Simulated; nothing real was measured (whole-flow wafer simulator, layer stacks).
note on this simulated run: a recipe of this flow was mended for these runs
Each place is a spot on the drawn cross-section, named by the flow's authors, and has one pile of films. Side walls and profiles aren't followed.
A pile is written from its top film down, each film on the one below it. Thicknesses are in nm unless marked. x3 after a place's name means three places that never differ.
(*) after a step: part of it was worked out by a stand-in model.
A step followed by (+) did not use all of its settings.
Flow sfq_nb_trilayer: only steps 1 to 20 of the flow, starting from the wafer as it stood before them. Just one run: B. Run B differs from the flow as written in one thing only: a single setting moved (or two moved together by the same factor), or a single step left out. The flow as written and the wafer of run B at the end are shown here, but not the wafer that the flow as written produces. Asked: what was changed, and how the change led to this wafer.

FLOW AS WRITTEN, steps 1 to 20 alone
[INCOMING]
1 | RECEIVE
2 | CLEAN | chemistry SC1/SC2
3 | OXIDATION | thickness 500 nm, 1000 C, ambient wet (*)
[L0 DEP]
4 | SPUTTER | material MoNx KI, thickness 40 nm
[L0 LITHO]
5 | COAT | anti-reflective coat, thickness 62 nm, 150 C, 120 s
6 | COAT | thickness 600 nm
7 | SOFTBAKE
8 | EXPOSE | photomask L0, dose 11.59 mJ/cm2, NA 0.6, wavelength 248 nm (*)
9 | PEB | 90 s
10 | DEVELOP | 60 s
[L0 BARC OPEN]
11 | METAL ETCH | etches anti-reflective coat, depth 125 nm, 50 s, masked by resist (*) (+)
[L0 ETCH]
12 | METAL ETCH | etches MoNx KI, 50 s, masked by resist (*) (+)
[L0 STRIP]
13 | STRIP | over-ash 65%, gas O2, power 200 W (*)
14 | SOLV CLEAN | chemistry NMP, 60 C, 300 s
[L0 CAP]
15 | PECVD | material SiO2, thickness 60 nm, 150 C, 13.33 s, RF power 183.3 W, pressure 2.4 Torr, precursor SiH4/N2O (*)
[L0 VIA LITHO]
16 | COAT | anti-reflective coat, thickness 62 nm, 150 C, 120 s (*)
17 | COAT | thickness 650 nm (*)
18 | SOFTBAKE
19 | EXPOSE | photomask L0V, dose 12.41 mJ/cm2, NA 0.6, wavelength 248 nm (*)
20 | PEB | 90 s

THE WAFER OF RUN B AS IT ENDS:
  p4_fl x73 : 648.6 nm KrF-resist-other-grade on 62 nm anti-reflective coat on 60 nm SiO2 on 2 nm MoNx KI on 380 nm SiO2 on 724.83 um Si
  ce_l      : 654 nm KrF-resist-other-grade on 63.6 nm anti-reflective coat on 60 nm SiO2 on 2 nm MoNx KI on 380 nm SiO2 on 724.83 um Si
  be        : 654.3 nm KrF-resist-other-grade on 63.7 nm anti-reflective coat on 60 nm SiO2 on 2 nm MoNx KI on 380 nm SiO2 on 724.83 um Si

What caused this: step 3, OXIDATION: thickness 380 nm was run, though the flow has thickness 500 nm; step 12, METAL ETCH: 38 s was run, where the flow has 50 s.

The path from the change to this, step by step:
  3 | OXIDATION | thickness 500 nm, 1000 C, ambient wet (*)
      field_l, v_sur, via_wl and 103 more: +380 SiO2 (new film), -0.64 chemical SiO2 (all of it), -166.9 Si (in the flow as written it would be: +500 SiO2 (new film), -0.64 chemical SiO2 (all of it), -219.7 Si)
  12 | METAL ETCH | etches MoNx KI, 50 s, masked by resist (*) (+)
      v_sur, via_wl, via_w and 97 more: -38 MoNx KI (in the flow as written it would be: -40 MoNx KI (all of it), -2 SiO2)
      field_l, l0_sur, l0v, l0r_line_l, l0r_line_c, l0r_line_r: -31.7 KrF-resist-other-grade (in the flow as written it would be: -41.7 KrF-resist-other-grade)
  13 | STRIP | over-ash 65%, gas O2, power 200 W (*)
      field_l, l0_sur, l0v, l0r_line_l, l0r_line_c, l0r_line_r: -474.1 KrF-resist-other-grade (all of it), -62 anti-reflective coat (all of it) (in the flow as written it would be: -464.1 KrF-resist-other-grade (all of it), -62 anti-reflective coat (all of it))
  15 | PECVD | material SiO2, thickness 60 nm, 150 C, 13.33 s, RF power 183.3 W, pressure 2.4 Torr, precursor SiH4/N2O (*)
      v_sur, via_wl, via_w and 97 more: +60 SiO2 (new film) (in the flow as written it would be: +60 SiO2)
  16 | COAT | anti-reflective coat, thickness 62 nm, 150 C, 120 s (*)
      field_l: +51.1 anti-reflective coat (new film) (in the flow as written it would be: +50 anti-reflective coat (new film))
      l0_sur: +48.3 anti-reflective coat (new film) (in the flow as written it would be: +46.9 anti-reflective coat (new film))
      (also at 1 further place)
If metal films that touch count as one body, p4_fl x73 has 1 body; the flow as written gives 0 bodies.
If metal films that touch count as one body, ce_l has 1 body; the flow as written gives 0 bodies.
If metal films that touch count as one body, be has 1 body; the flow as written gives 0 bodies.
